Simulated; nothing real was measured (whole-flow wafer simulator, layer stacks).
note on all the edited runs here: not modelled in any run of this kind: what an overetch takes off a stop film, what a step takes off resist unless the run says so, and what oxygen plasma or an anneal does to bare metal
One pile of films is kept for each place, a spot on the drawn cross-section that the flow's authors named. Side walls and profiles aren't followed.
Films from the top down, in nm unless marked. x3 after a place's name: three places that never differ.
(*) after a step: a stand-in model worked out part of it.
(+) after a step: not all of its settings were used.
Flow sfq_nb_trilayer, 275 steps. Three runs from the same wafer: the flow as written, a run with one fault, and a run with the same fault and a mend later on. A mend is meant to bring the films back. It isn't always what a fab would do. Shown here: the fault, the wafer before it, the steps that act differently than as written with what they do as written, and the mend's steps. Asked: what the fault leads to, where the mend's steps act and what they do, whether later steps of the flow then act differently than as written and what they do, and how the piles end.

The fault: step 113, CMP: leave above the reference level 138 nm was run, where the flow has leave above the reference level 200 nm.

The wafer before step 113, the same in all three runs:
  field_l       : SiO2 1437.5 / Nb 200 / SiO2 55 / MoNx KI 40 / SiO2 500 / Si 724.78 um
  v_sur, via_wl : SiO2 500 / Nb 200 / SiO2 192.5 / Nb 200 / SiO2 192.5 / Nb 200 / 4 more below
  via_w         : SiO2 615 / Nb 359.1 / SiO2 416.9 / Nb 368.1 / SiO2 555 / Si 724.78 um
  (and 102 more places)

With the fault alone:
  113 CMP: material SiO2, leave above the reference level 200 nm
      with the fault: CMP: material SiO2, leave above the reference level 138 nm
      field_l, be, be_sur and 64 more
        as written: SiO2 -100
        with the fault: SiO2 -162
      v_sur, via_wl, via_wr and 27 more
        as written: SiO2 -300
        with the fault: SiO2 -362
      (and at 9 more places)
  Later steps of the flow that act differently than as written (6 more steps differ only slightly, by at most 2% or 0.5 nm, whichever is larger, and aren't shown):
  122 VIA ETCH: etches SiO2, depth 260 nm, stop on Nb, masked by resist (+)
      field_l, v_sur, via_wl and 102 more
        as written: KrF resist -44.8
        with the fault: KrF resist -35.6
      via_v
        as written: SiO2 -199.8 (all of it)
        with the fault: SiO2 -137.8 (all of it)
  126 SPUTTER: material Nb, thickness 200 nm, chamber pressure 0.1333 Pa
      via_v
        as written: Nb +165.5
        with the fault: Nb +179.2
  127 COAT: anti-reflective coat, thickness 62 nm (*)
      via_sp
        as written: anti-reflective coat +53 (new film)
        with the fault: anti-reflective coat +54.2 (new film)
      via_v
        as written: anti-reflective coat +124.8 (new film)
        with the fault: anti-reflective coat +110.2 (new film)
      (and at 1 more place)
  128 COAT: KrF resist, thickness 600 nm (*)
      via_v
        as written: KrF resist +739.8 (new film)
        with the fault: KrF resist +688.7 (new film)
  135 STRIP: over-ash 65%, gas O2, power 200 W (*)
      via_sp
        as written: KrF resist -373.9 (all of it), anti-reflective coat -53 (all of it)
        with the fault: KrF resist -378.1 (all of it), anti-reflective coat -54.2 (all of it)
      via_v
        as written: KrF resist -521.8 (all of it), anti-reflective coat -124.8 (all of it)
        with the fault: KrF resist -470.9 (all of it), anti-reflective coat -110.2 (all of it)
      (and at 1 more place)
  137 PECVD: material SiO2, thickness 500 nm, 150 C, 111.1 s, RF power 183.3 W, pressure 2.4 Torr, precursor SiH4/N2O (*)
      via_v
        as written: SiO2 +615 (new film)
        with the fault: SiO2 +514.8 (new film)
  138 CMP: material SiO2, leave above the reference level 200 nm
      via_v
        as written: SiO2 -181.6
        with the fault: SiO2 -157.1
  At the end the piles differ from the flow's by more than 2% or 0.5 nm, whichever is larger, at field_l, v_sur, via_wl and 102 more.
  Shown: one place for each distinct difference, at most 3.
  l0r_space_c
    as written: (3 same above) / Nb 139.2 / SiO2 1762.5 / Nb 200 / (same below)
    with the fault: (3 same above) / Nb 139.2 / SiO2 1700.5 / Nb 200 / (same below)
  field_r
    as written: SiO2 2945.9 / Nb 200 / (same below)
    with the fault: SiO2 2883.9 / Nb 200 / (same below)
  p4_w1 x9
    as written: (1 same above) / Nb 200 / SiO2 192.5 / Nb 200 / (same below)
    with the fault: (1 same above) / Nb 200 / SiO2 130.5 / Nb 200 / (same below)

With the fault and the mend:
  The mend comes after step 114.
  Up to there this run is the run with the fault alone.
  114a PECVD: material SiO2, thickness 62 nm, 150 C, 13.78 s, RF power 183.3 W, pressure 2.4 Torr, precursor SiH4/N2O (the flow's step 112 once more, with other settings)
      field_l, v_sur, via_wl and 103 more
        SiO2 +62
  No later step of the flow acts differently than as written at any place that is followed.
  At the end the piles are the same as the flow's at every place that both follow.
